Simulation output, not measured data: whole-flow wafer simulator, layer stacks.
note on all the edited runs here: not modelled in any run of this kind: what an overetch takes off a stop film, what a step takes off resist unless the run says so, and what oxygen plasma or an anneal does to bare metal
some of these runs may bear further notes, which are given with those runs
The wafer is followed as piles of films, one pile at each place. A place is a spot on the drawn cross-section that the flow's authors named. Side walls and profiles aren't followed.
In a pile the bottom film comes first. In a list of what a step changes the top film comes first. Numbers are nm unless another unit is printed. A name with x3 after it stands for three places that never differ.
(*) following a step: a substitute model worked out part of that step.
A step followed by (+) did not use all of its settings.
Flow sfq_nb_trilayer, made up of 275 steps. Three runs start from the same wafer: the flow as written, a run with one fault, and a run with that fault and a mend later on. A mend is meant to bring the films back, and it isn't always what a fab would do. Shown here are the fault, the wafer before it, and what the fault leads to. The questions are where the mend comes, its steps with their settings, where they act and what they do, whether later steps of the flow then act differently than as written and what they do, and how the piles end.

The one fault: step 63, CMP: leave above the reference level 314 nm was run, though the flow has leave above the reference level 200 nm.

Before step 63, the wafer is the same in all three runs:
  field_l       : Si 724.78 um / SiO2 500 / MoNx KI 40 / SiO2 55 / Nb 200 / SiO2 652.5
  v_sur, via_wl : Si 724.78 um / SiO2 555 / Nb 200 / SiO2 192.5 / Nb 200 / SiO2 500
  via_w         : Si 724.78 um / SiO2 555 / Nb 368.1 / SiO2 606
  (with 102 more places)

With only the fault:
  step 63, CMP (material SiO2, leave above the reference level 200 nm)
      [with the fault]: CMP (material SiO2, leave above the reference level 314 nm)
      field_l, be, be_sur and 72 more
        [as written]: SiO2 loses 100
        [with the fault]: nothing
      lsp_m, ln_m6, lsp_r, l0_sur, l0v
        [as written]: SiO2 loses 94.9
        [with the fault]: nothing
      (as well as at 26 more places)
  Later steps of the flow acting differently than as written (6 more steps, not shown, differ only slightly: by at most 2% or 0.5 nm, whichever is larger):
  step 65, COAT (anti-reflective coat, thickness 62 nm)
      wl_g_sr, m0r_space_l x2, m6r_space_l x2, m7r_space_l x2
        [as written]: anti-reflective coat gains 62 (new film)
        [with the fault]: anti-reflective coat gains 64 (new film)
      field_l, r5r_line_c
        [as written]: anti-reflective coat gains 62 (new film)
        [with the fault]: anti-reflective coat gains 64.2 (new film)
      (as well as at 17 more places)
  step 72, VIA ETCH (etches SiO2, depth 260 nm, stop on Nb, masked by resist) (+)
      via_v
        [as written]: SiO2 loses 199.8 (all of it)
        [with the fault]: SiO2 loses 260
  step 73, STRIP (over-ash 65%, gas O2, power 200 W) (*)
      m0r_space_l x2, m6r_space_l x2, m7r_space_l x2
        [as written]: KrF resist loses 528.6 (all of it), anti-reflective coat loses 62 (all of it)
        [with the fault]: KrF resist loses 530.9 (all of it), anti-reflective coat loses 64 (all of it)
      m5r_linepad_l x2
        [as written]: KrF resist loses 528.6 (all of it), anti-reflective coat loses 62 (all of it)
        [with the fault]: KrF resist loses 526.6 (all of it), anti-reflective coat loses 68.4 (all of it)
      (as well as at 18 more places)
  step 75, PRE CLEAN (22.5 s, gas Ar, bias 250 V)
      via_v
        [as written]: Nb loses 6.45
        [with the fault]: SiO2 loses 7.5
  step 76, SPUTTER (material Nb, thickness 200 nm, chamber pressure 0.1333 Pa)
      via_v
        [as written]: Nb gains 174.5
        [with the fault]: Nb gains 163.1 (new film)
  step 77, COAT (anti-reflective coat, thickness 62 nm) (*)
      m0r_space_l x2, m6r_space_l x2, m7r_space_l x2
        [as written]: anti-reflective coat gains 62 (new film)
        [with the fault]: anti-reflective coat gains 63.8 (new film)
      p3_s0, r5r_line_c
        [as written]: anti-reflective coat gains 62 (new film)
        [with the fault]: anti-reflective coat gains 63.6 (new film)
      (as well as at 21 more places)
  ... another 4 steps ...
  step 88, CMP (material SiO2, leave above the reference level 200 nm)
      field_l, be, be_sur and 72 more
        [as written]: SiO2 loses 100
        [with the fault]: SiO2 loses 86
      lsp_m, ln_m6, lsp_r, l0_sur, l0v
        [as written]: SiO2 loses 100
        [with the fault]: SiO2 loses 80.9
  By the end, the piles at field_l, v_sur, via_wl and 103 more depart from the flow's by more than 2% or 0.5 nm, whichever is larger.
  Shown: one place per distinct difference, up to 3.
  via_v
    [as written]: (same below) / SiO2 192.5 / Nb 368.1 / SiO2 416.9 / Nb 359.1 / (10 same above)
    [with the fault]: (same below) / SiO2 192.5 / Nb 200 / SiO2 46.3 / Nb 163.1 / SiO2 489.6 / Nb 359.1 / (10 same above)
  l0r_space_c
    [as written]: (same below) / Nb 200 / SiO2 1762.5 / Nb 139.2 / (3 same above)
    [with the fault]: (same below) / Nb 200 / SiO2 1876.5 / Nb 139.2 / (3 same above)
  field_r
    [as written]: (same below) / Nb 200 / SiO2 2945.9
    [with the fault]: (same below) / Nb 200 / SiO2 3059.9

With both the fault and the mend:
  The mend stands after step 64.
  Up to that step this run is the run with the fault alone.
  step 64a, CMP (material SiO2, leave above the reference level 200 nm) (the flow's step 63 again)
      field_l, be, be_sur and 72 more
        SiO2 loses 100
      v_sur, via_wl, via_w and 23 more
        SiO2 loses 114
      lsp_m, ln_m6, lsp_r, l0_sur, l0v
        SiO2 loses 94.9
  None of the later steps of the flow acts differently than as written at any place that is followed.
  The piles end the same as the flow's at every place that both follow.
